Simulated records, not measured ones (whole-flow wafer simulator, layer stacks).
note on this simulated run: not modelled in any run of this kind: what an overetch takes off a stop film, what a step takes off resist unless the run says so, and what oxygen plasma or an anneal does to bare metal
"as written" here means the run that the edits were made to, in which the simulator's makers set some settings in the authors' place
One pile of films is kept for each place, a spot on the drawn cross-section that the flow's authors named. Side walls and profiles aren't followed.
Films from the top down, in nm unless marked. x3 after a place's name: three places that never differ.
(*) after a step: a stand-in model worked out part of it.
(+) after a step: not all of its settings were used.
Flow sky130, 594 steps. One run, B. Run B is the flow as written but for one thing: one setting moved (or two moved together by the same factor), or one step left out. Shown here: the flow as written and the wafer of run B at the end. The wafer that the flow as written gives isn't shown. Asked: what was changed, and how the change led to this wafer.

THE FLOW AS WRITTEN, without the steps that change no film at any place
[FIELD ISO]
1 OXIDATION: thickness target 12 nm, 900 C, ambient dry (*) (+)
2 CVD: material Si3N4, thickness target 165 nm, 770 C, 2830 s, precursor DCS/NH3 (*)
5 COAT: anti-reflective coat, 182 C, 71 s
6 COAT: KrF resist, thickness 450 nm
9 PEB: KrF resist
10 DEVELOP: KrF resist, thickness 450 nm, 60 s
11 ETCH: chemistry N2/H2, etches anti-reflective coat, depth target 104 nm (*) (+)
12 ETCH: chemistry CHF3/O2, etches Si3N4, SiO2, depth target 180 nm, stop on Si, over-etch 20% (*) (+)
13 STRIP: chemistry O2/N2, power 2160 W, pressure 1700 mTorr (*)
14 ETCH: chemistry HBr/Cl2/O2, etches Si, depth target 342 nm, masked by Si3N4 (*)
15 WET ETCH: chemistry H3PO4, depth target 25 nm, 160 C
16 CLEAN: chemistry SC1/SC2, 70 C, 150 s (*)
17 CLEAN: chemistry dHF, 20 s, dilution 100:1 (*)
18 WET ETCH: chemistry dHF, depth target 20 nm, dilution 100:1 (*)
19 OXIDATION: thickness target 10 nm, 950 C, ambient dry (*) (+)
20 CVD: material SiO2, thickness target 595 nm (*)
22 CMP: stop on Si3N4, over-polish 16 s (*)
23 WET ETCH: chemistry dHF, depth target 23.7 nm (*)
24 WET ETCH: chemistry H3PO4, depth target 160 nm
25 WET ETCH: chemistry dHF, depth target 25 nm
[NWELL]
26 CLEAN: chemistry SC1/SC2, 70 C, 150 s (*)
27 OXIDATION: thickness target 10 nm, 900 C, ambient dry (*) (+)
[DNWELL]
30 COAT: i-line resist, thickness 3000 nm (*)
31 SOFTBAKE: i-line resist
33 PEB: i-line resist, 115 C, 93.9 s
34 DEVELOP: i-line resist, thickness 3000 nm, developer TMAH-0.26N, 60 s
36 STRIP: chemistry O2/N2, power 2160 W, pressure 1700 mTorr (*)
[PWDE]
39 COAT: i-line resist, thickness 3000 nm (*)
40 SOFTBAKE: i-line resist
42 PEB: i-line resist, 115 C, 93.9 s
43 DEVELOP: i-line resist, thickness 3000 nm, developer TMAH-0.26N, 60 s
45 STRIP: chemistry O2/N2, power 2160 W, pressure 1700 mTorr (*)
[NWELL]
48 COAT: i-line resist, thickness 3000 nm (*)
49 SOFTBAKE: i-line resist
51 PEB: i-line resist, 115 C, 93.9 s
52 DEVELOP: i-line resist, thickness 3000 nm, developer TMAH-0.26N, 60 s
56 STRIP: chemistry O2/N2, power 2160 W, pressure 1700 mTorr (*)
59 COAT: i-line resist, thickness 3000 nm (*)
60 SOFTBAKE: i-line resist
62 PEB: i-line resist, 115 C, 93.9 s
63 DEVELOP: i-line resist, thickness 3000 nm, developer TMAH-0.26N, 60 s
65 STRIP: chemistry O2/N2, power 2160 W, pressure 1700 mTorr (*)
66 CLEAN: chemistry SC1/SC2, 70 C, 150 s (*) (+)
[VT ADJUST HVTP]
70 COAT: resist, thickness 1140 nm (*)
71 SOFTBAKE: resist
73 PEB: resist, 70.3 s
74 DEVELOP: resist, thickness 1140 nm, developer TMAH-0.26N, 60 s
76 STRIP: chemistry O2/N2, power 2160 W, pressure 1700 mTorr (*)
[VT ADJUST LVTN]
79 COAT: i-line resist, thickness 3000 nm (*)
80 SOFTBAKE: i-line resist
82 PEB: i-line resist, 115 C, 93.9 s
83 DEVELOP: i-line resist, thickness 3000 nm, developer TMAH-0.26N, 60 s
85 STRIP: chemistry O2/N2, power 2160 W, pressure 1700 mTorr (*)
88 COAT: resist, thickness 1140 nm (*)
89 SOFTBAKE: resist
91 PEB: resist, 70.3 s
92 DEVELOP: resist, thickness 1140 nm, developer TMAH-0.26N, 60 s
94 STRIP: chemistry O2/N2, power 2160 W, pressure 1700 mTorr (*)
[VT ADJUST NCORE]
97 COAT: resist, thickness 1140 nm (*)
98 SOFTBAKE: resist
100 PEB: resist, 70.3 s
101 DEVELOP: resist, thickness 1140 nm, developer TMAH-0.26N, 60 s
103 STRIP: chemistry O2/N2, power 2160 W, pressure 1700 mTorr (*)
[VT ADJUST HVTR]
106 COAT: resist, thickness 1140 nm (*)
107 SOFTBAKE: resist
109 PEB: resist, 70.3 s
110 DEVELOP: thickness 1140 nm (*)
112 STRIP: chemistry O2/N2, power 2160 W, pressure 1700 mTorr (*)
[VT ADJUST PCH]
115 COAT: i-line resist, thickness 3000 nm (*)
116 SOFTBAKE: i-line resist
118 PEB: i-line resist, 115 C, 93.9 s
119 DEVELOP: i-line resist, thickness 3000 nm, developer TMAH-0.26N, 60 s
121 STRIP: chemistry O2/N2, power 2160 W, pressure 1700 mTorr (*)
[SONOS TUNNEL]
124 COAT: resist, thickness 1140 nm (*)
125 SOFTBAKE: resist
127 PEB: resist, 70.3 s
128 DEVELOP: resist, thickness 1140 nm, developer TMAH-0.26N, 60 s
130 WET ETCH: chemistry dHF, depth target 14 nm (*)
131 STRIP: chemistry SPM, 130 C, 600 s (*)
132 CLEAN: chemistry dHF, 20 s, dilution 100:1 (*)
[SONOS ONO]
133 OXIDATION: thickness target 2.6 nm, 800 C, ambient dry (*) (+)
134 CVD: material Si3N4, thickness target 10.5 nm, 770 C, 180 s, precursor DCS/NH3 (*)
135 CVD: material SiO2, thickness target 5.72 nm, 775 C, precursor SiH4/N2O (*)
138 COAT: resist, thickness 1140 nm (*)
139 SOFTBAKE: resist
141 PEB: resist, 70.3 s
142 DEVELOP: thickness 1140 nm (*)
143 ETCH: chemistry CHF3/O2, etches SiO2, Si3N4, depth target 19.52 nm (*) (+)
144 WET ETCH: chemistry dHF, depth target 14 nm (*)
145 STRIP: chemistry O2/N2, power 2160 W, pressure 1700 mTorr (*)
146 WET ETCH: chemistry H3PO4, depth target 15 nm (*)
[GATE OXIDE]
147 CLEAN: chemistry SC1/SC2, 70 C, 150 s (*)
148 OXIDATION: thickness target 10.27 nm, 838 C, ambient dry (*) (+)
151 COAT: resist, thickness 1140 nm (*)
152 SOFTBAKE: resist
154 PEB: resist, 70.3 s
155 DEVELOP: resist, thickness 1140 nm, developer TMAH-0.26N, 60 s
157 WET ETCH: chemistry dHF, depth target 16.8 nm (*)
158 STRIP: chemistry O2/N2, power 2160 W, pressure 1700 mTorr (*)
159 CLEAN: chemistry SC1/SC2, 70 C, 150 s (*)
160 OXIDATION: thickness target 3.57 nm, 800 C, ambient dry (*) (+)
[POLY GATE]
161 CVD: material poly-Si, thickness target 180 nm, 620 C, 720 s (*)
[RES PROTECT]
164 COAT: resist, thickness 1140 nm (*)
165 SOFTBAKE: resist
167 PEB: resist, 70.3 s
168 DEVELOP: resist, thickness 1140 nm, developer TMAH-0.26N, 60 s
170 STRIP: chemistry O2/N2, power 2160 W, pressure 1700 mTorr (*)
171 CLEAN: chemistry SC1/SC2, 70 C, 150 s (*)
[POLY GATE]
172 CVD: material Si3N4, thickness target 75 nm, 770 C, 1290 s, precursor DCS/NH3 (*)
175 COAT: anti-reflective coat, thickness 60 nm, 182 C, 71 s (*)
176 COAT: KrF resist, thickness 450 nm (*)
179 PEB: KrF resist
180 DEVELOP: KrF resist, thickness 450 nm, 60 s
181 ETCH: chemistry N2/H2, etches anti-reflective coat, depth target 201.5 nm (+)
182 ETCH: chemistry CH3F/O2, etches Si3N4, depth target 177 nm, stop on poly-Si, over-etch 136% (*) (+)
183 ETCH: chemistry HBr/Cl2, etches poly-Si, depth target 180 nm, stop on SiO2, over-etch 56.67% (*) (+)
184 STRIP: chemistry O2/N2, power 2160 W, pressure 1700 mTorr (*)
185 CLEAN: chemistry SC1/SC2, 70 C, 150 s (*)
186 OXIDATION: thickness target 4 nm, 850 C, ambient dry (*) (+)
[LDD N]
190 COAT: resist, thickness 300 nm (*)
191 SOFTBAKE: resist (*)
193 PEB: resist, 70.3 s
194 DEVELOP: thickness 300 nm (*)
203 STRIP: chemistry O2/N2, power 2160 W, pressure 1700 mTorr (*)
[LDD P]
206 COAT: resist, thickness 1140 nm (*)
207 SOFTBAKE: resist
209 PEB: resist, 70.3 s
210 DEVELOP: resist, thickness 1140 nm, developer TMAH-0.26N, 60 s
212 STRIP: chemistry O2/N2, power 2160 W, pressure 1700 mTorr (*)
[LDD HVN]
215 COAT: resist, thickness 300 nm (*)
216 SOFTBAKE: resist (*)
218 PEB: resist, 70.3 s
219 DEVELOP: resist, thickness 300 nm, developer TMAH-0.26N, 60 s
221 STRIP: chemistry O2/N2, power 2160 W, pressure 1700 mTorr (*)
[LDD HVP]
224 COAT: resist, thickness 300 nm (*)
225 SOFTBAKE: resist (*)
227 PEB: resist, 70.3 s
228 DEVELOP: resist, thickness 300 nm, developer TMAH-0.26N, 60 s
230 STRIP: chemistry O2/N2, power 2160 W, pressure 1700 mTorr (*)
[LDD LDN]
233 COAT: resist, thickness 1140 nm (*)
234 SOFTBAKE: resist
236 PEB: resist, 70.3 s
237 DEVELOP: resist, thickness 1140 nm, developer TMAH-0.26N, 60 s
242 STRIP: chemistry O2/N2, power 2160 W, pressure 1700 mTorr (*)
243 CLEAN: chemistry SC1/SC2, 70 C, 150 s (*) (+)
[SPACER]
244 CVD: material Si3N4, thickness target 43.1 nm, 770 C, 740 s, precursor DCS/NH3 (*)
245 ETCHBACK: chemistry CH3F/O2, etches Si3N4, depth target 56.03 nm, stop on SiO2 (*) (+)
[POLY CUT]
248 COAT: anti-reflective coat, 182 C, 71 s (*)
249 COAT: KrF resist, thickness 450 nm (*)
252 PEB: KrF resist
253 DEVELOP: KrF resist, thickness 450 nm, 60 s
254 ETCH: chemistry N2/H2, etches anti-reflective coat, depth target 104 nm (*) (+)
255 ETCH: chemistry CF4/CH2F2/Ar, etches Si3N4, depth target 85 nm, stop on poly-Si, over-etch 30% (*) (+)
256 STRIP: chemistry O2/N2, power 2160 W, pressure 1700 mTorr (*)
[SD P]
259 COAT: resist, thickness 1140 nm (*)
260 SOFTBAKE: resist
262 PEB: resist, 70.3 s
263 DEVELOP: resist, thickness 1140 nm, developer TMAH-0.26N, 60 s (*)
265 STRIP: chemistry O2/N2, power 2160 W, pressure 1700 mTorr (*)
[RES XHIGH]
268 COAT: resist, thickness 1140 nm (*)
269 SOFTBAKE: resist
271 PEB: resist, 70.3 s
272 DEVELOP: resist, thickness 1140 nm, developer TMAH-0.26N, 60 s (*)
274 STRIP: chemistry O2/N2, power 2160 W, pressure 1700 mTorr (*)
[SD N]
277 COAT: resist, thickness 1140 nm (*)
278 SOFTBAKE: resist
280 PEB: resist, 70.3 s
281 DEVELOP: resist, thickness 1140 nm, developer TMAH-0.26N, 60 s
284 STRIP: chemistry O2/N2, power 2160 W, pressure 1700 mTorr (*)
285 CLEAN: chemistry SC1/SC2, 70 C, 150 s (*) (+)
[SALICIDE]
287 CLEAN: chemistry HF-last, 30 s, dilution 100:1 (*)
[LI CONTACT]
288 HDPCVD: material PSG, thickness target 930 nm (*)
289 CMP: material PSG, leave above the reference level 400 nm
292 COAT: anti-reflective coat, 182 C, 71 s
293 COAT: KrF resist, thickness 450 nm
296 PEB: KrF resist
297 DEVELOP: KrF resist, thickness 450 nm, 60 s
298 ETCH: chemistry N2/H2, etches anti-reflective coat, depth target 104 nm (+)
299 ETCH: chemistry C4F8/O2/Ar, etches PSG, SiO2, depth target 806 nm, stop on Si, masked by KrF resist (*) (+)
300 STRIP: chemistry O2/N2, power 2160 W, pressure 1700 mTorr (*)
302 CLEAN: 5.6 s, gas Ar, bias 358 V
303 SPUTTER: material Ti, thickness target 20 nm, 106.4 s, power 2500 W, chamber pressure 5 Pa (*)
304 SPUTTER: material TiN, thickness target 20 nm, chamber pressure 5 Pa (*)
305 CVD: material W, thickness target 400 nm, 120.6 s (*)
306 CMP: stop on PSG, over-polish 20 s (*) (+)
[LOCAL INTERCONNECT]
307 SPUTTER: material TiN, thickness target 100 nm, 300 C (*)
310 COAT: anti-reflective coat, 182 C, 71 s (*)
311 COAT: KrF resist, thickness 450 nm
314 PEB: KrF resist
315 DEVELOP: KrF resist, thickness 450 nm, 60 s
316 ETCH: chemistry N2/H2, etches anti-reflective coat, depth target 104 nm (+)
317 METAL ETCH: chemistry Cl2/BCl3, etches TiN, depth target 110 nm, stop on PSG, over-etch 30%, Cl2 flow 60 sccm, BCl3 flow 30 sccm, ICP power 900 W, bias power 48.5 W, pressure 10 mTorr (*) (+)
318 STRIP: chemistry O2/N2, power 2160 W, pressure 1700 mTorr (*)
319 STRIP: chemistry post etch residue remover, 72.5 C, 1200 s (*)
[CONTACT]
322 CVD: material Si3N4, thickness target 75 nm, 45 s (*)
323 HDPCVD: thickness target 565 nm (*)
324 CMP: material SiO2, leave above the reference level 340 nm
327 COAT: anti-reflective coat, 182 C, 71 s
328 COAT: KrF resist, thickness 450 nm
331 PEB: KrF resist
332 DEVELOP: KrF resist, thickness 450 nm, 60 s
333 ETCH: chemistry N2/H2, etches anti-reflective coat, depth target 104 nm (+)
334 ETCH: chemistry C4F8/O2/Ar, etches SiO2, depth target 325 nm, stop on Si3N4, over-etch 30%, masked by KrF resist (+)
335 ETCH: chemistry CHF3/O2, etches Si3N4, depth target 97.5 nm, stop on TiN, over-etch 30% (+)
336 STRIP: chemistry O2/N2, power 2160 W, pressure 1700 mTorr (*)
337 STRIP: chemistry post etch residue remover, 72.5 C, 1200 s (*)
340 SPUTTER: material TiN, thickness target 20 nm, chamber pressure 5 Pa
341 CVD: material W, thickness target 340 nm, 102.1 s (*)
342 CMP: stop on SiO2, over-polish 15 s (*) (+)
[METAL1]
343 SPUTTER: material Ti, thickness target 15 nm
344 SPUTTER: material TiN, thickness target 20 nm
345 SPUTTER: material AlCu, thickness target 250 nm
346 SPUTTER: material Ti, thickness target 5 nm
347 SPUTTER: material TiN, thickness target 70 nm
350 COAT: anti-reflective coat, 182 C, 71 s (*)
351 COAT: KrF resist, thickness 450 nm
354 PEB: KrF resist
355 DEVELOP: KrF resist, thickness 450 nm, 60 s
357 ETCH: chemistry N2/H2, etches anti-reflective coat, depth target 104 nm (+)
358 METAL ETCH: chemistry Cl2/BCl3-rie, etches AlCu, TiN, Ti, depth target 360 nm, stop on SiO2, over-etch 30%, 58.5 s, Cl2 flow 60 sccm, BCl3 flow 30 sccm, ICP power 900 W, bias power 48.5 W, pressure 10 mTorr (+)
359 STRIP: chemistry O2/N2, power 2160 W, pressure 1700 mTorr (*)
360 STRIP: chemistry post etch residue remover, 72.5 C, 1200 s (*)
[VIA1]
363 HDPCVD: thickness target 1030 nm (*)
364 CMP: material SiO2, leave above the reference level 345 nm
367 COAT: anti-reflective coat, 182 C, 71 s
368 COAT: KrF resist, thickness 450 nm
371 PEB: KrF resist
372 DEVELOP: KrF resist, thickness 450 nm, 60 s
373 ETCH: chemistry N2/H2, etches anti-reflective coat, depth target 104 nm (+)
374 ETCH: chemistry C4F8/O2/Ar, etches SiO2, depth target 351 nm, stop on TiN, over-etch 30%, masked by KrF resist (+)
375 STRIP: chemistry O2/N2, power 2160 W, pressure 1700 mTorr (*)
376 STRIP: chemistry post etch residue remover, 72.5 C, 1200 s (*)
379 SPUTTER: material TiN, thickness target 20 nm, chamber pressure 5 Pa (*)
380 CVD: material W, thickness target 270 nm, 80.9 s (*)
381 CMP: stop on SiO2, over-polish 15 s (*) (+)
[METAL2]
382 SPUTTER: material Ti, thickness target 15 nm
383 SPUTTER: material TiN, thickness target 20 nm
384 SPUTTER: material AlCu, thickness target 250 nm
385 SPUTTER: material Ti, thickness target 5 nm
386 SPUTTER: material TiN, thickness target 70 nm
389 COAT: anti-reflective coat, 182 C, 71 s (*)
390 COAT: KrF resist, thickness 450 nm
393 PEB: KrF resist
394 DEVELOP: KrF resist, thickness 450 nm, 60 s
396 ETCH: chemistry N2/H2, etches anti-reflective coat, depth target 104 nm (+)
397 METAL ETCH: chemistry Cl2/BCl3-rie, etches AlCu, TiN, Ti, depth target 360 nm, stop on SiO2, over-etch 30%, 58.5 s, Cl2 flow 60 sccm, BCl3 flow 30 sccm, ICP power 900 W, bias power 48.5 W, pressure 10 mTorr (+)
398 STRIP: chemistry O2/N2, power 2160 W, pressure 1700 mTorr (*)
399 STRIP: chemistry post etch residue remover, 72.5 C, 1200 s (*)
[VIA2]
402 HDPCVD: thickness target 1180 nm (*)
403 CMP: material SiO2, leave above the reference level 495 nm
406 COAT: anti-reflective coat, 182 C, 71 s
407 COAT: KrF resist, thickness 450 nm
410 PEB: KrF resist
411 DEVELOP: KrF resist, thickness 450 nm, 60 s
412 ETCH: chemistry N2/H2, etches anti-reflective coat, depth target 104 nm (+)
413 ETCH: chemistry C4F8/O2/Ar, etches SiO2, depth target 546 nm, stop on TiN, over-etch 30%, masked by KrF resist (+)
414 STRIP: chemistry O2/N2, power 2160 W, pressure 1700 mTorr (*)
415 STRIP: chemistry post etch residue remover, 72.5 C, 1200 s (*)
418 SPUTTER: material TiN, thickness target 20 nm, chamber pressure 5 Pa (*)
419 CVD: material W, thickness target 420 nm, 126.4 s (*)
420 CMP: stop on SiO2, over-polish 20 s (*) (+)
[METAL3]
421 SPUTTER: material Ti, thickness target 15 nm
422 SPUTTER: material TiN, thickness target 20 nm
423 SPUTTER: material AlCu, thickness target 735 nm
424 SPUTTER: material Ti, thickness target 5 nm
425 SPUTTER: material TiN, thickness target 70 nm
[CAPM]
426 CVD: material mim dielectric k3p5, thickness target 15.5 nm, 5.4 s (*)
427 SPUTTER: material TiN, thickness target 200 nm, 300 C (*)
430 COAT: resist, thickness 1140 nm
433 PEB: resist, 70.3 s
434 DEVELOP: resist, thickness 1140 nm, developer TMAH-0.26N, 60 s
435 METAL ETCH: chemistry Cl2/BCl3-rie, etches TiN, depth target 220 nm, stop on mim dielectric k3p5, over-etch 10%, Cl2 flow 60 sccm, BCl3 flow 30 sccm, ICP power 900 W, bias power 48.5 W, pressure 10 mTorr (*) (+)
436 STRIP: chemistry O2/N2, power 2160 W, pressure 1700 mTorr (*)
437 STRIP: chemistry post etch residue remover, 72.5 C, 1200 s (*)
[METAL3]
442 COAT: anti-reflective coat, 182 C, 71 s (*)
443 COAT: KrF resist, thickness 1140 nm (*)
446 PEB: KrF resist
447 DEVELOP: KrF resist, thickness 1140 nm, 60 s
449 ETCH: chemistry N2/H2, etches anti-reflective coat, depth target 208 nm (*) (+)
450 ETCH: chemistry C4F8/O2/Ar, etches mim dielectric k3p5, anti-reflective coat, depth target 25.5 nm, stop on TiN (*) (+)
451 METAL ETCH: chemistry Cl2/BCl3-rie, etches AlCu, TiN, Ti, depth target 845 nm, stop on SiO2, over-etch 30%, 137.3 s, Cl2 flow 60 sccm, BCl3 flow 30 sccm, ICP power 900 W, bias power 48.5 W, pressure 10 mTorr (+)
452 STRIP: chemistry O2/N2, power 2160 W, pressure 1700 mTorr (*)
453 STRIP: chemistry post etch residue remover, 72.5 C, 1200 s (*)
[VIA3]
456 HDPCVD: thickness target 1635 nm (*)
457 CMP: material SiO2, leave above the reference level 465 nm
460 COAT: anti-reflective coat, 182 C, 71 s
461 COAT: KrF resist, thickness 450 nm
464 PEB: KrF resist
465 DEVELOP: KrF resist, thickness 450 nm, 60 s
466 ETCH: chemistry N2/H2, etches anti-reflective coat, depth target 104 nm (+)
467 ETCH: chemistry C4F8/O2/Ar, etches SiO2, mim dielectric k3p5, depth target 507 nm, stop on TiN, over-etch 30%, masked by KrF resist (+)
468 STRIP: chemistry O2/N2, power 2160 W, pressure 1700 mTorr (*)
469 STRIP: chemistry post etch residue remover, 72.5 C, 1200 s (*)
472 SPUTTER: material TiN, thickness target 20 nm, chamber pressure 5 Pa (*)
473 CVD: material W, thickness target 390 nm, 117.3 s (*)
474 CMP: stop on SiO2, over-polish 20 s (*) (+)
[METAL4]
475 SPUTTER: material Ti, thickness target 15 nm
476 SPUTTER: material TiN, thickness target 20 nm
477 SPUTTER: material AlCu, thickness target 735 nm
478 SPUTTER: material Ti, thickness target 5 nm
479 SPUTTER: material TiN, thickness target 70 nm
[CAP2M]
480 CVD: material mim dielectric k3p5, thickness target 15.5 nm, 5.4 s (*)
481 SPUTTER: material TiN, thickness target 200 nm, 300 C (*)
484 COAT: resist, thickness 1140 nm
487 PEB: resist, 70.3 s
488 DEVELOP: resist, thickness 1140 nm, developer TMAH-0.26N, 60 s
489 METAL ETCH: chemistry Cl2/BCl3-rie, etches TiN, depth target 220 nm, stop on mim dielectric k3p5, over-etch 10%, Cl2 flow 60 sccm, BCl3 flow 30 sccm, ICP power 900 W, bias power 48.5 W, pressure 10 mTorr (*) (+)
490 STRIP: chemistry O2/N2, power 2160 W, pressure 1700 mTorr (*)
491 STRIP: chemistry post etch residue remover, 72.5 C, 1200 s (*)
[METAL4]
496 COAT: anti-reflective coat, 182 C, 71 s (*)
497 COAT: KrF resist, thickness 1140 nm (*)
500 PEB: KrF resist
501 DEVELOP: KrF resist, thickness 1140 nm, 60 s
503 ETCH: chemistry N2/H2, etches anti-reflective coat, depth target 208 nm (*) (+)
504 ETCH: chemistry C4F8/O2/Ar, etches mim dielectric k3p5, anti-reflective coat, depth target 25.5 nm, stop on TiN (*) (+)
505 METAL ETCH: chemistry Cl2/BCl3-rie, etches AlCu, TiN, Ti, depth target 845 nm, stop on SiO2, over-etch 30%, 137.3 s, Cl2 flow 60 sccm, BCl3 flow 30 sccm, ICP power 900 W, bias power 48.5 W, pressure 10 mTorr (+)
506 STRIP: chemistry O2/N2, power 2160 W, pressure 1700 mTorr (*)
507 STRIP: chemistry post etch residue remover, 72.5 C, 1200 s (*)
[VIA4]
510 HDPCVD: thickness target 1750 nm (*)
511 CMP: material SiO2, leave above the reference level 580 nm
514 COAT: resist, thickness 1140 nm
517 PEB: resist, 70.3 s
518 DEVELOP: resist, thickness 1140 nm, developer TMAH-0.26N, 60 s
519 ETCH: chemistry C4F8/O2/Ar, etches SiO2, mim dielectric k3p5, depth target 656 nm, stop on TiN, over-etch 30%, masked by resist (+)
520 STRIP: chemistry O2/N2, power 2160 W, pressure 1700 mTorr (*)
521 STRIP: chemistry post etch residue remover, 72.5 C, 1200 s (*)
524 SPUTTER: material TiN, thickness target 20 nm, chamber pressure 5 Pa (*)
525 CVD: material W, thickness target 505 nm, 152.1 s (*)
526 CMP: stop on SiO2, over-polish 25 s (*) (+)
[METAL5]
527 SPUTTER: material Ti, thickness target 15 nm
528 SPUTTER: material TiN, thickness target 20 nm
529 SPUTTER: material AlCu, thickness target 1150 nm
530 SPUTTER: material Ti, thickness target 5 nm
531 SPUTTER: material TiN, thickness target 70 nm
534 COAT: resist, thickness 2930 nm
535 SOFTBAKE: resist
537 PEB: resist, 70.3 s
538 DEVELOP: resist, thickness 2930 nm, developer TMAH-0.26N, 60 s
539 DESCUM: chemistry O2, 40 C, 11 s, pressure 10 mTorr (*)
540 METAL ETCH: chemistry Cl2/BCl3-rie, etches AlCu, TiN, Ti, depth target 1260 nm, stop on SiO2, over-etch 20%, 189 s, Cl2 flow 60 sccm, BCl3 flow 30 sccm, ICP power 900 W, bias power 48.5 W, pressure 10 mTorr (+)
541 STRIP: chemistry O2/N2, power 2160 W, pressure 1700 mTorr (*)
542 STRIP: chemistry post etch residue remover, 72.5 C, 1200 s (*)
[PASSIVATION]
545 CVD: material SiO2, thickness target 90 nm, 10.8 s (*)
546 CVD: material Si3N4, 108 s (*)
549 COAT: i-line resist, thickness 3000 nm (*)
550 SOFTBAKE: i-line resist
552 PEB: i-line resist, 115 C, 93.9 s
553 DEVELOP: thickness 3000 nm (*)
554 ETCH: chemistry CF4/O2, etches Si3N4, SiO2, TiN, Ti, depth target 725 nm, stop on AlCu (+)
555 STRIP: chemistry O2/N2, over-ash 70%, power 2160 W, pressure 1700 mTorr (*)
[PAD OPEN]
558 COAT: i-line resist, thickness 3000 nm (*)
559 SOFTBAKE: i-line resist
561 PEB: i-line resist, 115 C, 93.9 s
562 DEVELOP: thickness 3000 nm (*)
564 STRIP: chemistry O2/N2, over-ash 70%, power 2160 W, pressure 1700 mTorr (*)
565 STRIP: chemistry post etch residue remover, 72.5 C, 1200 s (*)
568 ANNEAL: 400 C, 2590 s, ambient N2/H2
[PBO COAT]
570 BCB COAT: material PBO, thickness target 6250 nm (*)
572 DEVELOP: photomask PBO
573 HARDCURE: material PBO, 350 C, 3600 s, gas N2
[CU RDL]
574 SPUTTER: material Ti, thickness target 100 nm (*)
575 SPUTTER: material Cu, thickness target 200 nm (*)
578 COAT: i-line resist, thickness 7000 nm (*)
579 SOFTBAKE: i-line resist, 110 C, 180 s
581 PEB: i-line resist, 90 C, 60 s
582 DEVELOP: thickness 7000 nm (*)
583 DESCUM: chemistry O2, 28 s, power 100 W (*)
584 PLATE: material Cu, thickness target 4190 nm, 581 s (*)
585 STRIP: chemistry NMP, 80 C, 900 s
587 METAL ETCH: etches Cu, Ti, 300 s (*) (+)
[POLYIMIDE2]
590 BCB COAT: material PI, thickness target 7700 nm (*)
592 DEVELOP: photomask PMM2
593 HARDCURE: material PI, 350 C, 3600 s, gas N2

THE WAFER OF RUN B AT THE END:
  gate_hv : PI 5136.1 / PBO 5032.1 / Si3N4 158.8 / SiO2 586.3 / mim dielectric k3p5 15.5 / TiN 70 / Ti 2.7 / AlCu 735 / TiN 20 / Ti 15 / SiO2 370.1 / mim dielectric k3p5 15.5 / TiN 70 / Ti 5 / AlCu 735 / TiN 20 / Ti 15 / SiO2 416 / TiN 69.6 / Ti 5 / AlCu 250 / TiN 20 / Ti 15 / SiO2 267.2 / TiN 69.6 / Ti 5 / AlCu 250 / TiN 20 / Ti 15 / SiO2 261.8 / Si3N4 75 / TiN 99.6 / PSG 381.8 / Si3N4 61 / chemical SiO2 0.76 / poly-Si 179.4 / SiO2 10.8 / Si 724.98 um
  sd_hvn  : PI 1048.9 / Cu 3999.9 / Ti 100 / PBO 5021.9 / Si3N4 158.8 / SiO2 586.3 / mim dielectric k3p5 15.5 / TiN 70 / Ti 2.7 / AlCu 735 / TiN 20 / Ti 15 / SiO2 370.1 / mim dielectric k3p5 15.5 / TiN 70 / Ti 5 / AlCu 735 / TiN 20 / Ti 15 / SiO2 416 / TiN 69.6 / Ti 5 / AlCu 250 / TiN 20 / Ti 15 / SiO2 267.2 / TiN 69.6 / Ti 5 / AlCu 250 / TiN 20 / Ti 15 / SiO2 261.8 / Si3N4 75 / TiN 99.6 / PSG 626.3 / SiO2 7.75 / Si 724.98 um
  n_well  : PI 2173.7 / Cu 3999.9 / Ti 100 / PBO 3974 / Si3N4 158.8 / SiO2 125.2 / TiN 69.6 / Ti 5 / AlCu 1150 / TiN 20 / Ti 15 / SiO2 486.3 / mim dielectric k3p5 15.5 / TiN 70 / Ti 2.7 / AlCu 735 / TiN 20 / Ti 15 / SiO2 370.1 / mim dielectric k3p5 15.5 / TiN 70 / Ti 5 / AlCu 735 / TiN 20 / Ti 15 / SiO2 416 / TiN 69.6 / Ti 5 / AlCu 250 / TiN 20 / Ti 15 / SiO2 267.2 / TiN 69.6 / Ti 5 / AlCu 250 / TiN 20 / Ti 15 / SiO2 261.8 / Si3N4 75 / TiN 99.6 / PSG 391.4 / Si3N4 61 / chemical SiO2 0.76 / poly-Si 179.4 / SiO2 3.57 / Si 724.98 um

The cause: step 478, SPUTTER: thickness target 2.7 nm was run, where the flow has thickness target 5 nm.
It can be read off the wafer: gate_hv has Ti 2.7, and step 478 as written asks for 5 nm.

How the change led to this, step by step:
  478 SPUTTER: material Ti, thickness target 5 nm
      field, active, n_well and 189 more: Ti +2.7 (new film) (as written it would be: Ti +5 (new film))
  505 METAL ETCH: chemistry Cl2/BCl3-rie, etches AlCu, TiN, Ti, depth target 845 nm, stop on SiO2, over-etch 30%, 137.3 s, Cl2 flow 60 sccm, BCl3 flow 30 sccm, ICP power 900 W, bias power 48.5 W, pressure 10 mTorr (+)
      field, gate, spacer and 68 more: TiN -70 (all of it), Ti -2.7 (all of it), AlCu -735 (all of it), TiN -20 (all of it), Ti -15 (all of it), SiO2 -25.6 (as written it would be: TiN -70 (all of it), Ti -5 (all of it), AlCu -735 (all of it), TiN -20 (all of it), Ti -15 (all of it), SiO2 -25.4)
      active, vpp_iso1, mim_edge_plate and 14 more: TiN -70 (all of it), Ti -2.7 (all of it), AlCu -735 (all of it), TiN -20 (all of it), Ti -15 (all of it), SiO2 -25.6 (as written it would be: TiN -70 (all of it), Ti -5 (all of it), AlCu -735 (all of it), TiN -20 (all of it), Ti -15 (all of it), SiO2 -25.3)
